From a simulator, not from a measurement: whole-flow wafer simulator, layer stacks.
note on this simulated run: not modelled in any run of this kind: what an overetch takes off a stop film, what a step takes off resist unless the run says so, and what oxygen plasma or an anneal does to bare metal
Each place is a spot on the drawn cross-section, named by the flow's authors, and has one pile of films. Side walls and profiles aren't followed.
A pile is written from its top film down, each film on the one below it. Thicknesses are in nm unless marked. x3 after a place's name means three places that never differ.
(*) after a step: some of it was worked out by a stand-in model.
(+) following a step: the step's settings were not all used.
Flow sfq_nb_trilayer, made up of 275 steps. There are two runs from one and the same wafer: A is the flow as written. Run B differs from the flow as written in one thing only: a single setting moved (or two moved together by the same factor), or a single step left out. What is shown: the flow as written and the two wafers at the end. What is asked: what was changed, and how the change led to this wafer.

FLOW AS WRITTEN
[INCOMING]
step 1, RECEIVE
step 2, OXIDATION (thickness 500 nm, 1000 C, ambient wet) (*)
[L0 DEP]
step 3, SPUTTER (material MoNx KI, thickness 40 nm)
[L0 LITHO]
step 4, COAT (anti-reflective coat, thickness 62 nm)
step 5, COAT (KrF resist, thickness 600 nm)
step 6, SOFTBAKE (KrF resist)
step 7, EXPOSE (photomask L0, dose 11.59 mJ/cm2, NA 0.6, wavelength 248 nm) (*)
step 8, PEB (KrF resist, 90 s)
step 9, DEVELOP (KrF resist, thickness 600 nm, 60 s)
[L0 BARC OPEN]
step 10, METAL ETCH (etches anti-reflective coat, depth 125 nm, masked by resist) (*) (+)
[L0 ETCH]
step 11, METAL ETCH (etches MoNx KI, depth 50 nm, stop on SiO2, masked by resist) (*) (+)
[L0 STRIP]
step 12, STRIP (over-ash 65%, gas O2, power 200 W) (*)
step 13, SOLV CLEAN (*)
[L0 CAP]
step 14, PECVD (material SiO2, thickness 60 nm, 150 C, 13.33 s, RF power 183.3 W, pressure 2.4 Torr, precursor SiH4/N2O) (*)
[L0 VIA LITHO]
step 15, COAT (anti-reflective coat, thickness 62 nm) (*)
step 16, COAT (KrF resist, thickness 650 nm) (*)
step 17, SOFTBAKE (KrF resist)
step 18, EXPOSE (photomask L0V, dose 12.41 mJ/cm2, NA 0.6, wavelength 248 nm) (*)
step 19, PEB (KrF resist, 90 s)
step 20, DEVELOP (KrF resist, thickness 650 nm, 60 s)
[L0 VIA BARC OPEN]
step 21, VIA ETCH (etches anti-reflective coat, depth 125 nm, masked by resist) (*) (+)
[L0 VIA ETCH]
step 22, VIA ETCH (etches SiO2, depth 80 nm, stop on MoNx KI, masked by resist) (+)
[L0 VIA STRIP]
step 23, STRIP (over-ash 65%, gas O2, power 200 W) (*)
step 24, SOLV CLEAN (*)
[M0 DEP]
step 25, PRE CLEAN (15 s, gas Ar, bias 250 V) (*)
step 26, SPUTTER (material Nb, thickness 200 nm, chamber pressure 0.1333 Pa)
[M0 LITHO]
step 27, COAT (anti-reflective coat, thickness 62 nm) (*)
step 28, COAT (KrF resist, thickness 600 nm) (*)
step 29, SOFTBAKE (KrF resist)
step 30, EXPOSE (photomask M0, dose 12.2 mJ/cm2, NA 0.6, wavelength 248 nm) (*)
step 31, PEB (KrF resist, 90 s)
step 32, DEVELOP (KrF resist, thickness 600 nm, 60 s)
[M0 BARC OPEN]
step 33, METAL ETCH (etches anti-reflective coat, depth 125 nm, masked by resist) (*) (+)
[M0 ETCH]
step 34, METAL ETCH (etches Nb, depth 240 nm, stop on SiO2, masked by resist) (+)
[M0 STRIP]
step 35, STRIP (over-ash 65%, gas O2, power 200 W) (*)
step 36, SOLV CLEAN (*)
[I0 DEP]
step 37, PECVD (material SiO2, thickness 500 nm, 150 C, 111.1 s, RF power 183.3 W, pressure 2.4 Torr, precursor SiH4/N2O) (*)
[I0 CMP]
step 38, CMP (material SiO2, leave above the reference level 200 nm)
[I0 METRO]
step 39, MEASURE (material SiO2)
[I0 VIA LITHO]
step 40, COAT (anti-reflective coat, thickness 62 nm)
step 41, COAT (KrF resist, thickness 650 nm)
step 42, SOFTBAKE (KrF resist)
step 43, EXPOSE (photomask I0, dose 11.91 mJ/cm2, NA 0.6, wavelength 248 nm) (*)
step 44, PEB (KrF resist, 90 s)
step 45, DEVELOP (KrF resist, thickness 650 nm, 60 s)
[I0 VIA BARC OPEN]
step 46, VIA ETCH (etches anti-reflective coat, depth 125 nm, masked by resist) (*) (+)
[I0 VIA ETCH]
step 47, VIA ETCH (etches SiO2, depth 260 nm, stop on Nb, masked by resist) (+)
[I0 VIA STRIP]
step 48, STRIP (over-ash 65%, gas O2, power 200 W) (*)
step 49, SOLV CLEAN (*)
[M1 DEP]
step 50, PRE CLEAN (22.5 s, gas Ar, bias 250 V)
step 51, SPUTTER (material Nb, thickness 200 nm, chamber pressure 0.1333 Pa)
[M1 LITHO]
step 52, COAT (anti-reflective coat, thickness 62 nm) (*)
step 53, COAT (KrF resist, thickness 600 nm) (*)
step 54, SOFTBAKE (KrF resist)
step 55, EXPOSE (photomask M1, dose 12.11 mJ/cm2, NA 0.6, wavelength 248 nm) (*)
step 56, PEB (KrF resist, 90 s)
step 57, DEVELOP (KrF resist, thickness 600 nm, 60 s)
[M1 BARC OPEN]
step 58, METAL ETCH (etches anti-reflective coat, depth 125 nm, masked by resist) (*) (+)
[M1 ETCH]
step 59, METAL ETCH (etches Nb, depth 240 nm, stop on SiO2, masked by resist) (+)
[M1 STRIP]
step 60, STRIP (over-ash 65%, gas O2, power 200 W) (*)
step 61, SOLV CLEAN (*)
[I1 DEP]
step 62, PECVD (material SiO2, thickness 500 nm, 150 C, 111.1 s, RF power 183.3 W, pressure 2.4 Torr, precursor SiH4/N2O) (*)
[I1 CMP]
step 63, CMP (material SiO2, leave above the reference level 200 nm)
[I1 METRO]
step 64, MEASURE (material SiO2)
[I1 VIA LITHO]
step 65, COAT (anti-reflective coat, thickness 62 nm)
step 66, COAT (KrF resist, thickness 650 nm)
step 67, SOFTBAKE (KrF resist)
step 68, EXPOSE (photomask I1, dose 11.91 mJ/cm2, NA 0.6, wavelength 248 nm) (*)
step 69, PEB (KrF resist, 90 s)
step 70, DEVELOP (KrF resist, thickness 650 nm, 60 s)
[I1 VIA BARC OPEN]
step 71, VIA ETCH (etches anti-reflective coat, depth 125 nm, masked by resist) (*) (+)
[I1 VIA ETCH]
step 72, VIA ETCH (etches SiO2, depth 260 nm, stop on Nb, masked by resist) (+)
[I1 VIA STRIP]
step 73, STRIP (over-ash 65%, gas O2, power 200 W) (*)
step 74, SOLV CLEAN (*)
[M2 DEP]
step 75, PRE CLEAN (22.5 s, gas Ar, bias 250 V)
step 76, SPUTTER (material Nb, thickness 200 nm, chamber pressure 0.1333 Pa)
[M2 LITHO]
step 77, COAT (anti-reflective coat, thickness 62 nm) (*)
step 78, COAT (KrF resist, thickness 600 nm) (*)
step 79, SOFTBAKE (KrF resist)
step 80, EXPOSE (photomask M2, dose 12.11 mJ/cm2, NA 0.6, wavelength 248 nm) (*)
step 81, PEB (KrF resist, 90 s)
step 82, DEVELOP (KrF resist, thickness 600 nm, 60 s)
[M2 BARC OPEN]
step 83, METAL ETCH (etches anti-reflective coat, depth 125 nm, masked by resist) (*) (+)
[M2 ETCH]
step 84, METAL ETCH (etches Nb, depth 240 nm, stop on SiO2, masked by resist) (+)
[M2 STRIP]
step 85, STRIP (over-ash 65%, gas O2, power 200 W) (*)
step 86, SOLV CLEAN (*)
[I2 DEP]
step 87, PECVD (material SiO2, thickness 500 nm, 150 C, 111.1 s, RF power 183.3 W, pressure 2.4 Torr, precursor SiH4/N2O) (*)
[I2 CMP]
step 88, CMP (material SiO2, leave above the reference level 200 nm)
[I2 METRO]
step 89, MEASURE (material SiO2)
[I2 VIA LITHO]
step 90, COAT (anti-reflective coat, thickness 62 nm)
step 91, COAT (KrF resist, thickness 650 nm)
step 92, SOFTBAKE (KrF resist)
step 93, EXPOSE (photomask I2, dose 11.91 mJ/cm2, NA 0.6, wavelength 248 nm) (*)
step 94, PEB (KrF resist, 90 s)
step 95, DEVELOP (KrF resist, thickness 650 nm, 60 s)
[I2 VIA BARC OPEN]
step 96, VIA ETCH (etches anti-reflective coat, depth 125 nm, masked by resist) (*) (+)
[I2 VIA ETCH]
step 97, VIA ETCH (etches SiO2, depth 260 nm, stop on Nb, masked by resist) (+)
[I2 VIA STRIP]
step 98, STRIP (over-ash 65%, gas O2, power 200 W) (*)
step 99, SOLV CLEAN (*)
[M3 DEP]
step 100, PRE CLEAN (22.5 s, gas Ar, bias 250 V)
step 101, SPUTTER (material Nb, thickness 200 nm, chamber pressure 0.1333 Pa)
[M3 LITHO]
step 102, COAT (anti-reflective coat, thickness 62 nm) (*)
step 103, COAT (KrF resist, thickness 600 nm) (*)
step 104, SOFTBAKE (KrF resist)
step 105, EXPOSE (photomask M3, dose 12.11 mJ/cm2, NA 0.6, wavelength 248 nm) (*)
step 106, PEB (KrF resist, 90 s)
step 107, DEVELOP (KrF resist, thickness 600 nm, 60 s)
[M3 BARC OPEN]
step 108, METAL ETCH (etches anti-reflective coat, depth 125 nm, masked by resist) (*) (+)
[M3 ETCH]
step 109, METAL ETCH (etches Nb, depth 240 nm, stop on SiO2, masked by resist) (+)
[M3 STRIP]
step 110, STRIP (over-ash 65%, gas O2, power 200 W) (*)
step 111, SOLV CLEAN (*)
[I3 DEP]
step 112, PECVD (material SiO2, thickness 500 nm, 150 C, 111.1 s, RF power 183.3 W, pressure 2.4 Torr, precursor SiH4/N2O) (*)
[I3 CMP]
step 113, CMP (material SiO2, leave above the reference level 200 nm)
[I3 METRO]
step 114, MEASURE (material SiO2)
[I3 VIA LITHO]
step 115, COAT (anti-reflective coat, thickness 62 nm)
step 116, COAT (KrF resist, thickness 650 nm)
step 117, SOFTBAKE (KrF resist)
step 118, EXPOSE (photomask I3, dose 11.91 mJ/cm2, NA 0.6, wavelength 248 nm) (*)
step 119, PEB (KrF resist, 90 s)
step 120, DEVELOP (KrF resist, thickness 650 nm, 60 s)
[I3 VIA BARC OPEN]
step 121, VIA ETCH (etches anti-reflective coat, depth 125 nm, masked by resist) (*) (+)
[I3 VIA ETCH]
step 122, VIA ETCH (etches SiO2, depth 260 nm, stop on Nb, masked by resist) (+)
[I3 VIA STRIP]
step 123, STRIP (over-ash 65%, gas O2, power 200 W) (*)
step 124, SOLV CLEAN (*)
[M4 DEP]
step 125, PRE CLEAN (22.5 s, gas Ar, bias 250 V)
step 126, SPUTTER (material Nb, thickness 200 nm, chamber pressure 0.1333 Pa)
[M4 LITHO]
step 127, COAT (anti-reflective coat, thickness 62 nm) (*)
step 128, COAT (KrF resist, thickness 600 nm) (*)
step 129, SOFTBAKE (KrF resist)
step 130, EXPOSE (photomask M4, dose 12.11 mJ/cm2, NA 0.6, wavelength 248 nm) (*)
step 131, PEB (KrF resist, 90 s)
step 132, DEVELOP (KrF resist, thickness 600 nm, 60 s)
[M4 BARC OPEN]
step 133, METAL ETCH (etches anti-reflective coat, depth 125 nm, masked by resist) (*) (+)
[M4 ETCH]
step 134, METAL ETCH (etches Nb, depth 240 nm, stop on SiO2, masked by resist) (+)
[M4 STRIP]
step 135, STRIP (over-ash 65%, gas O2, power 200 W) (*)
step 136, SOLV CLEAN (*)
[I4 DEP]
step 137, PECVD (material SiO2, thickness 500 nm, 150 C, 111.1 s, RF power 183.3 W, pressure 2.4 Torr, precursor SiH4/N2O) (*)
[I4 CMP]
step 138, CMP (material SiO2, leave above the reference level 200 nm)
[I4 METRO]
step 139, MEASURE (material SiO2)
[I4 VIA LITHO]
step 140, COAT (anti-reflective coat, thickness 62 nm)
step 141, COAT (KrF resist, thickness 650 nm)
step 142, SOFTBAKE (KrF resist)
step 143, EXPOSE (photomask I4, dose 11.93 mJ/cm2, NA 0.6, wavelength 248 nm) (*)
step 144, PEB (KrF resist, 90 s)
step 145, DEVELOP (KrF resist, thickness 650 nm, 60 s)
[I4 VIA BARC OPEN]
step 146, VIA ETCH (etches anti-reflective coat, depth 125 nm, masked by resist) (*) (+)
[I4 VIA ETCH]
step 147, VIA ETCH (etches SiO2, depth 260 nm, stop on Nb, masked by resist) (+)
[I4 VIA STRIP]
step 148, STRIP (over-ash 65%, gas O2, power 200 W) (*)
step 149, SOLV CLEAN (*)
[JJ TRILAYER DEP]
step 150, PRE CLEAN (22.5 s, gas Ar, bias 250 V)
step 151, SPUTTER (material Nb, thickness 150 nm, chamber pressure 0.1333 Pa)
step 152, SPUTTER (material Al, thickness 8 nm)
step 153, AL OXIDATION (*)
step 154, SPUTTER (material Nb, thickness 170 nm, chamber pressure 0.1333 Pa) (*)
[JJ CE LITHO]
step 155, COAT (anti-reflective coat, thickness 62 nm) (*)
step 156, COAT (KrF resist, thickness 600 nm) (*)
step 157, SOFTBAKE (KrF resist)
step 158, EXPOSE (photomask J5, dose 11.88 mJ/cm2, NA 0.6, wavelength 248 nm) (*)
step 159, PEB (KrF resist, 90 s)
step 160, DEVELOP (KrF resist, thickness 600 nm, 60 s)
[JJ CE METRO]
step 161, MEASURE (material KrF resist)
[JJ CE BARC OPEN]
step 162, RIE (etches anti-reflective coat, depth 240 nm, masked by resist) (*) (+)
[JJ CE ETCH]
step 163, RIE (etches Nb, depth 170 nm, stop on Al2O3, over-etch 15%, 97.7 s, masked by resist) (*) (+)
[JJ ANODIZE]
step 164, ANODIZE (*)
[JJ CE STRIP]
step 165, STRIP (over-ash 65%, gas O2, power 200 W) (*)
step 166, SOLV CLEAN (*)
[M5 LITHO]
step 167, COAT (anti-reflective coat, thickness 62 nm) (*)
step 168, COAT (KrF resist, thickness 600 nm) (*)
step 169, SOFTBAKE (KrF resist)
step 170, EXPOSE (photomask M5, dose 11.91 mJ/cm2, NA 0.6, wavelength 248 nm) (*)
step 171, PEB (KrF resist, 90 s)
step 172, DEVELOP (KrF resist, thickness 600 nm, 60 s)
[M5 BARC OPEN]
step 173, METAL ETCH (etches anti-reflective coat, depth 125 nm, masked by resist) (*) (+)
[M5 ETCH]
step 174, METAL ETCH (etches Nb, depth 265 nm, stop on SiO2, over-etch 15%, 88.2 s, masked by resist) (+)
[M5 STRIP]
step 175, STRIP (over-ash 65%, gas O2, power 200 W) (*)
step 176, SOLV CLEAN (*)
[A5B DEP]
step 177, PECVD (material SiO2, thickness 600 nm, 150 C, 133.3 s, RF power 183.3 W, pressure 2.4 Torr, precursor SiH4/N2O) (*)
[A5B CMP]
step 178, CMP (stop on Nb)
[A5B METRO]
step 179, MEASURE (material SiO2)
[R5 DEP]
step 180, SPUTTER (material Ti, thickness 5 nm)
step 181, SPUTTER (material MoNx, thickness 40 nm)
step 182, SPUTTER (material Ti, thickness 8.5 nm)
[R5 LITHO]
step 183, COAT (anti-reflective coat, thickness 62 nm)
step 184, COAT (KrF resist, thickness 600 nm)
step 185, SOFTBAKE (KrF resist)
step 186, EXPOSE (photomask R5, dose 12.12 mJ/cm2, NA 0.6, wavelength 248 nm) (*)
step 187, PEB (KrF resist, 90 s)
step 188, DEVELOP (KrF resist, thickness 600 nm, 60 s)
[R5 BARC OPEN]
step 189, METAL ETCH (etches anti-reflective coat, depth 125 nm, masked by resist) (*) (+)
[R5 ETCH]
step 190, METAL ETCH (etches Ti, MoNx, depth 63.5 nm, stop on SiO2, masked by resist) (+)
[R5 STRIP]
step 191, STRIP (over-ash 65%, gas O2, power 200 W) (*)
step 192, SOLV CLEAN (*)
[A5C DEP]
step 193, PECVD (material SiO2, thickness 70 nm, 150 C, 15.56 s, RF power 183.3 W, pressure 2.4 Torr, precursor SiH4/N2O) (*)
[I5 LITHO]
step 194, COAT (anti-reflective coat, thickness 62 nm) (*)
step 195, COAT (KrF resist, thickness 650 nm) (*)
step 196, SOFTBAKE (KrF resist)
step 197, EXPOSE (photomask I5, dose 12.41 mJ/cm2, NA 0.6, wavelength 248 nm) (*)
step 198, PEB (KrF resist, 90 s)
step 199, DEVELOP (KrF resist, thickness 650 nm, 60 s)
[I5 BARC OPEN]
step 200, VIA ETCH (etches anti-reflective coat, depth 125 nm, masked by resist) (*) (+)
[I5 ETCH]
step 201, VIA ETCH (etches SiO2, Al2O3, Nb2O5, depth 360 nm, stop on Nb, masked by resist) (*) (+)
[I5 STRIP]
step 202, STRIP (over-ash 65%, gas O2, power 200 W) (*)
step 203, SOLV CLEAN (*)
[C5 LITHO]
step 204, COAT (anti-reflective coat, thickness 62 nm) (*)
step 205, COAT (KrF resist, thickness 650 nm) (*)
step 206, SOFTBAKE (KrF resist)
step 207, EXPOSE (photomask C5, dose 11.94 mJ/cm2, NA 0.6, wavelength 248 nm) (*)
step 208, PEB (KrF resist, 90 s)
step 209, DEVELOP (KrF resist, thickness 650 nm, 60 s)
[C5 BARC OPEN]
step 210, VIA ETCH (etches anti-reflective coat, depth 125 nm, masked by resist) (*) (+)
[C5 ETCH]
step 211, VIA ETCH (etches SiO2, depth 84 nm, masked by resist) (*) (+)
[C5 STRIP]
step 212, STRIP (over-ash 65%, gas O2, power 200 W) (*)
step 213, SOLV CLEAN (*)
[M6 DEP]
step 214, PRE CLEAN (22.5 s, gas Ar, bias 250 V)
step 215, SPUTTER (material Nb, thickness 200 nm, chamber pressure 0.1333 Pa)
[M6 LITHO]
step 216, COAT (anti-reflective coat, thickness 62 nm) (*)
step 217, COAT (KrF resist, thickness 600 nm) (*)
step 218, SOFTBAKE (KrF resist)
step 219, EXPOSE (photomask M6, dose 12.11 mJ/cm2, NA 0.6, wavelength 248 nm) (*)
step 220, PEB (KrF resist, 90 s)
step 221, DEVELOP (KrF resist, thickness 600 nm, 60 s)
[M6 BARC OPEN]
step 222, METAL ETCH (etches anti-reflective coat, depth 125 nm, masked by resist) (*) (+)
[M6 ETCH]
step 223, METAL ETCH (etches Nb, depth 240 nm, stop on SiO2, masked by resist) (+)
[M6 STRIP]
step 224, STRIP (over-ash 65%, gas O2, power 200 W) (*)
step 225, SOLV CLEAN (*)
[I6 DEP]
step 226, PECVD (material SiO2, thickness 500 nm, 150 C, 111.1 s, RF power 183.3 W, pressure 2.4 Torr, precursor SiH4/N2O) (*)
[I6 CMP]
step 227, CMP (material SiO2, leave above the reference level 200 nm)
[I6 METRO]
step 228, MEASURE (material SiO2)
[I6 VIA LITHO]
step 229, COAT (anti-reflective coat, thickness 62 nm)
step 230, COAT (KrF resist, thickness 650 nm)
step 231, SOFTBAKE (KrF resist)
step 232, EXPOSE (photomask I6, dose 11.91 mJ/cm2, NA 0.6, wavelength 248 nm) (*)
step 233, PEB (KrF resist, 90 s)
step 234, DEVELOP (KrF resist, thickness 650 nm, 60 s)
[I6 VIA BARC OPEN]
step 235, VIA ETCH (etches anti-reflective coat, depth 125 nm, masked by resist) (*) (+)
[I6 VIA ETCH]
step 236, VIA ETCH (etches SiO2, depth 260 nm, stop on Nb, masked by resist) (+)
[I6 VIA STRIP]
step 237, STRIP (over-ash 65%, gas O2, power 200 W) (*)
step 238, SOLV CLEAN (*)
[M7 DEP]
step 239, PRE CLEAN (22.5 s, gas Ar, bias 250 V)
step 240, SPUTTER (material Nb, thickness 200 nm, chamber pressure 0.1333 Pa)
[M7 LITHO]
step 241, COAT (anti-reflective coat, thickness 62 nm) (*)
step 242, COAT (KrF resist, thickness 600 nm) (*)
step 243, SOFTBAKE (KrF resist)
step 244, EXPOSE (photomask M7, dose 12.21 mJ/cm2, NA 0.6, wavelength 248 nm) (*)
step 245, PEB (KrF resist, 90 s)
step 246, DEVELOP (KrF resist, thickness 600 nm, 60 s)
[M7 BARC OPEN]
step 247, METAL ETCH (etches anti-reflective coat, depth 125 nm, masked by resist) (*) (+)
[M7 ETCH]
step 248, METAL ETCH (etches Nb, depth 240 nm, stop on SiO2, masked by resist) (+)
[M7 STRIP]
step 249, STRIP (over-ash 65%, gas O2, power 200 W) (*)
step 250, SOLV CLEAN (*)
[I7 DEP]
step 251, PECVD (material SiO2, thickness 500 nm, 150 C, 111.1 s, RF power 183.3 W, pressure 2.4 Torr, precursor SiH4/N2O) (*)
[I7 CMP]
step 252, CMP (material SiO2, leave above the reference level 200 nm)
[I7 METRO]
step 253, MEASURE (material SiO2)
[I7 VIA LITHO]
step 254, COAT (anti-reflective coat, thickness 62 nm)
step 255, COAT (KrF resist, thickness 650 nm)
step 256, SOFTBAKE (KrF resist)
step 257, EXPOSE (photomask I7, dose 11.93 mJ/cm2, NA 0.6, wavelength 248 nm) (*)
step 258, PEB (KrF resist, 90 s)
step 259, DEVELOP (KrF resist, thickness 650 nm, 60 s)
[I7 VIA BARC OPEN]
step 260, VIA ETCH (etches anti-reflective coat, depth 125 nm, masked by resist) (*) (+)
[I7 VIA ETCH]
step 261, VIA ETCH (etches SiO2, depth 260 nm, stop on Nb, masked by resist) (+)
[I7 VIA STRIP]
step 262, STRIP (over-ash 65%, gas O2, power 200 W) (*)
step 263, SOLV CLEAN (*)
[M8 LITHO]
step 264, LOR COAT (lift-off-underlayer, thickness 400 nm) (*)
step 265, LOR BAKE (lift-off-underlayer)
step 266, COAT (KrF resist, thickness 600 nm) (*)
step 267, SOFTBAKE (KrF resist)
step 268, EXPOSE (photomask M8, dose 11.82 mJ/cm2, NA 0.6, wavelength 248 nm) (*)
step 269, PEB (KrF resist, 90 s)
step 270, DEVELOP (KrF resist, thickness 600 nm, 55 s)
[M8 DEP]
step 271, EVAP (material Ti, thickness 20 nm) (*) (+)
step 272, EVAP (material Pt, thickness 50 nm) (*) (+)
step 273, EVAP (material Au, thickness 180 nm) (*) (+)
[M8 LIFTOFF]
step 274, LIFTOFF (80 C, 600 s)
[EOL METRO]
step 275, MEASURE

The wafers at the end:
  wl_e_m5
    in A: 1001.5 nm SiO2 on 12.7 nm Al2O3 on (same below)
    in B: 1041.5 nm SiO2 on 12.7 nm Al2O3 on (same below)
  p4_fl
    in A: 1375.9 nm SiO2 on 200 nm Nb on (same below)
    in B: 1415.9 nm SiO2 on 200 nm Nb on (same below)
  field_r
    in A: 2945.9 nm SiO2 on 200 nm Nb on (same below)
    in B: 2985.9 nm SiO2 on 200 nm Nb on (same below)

The reason: step 227, CMP: leave above the reference level 240 nm was run, though the flow has leave above the reference level 200 nm.

How this came from the change, step by step:
  step 227, CMP (material SiO2, leave above the reference level 200 nm)
      field_l, p4_fl, p4_fm and 59 more: A SiO2 loses 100 | B SiO2 loses 60
      v_sur, via_wl, via_w and 15 more: A SiO2 loses 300 | B SiO2 loses 260
      (and at 26 other places as well)
  step 236, VIA ETCH (etches SiO2, depth 260 nm, stop on Nb, masked by resist) (+)
      via_v: A SiO2 loses 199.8 (all of it) | B SiO2 loses 239.8 (all of it)
  step 240, SPUTTER (material Nb, thickness 200 nm, chamber pressure 0.1333 Pa)
      via_v: A Nb gains 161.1 | B Nb gains 151.7
  step 241, COAT (anti-reflective coat, thickness 62 nm) (*)
      via_v: A anti-reflective coat gains 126 (new film) | B anti-reflective coat gains 134.8 (new film)
  step 242, COAT (KrF resist, thickness 600 nm) (*)
      via_v: A KrF resist gains 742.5 (new film) | B KrF resist gains 776.3 (new film)
  step 249, STRIP (over-ash 65%, gas O2, power 200 W) (*)
      via_v: A KrF resist loses 524.5 (all of it), anti-reflective coat loses 126 (all of it) | B KrF resist loses 558.2 (all of it), anti-reflective coat loses 134.8 (all of it)
  step 251, PECVD (material SiO2, thickness 500 nm, 150 C, 111.1 s, RF power 183.3 W, pressure 2.4 Torr, precursor SiH4/N2O) (*)
      via_v: A SiO2 gains 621 (new film) | B SiO2 gains 670.4 (new film)
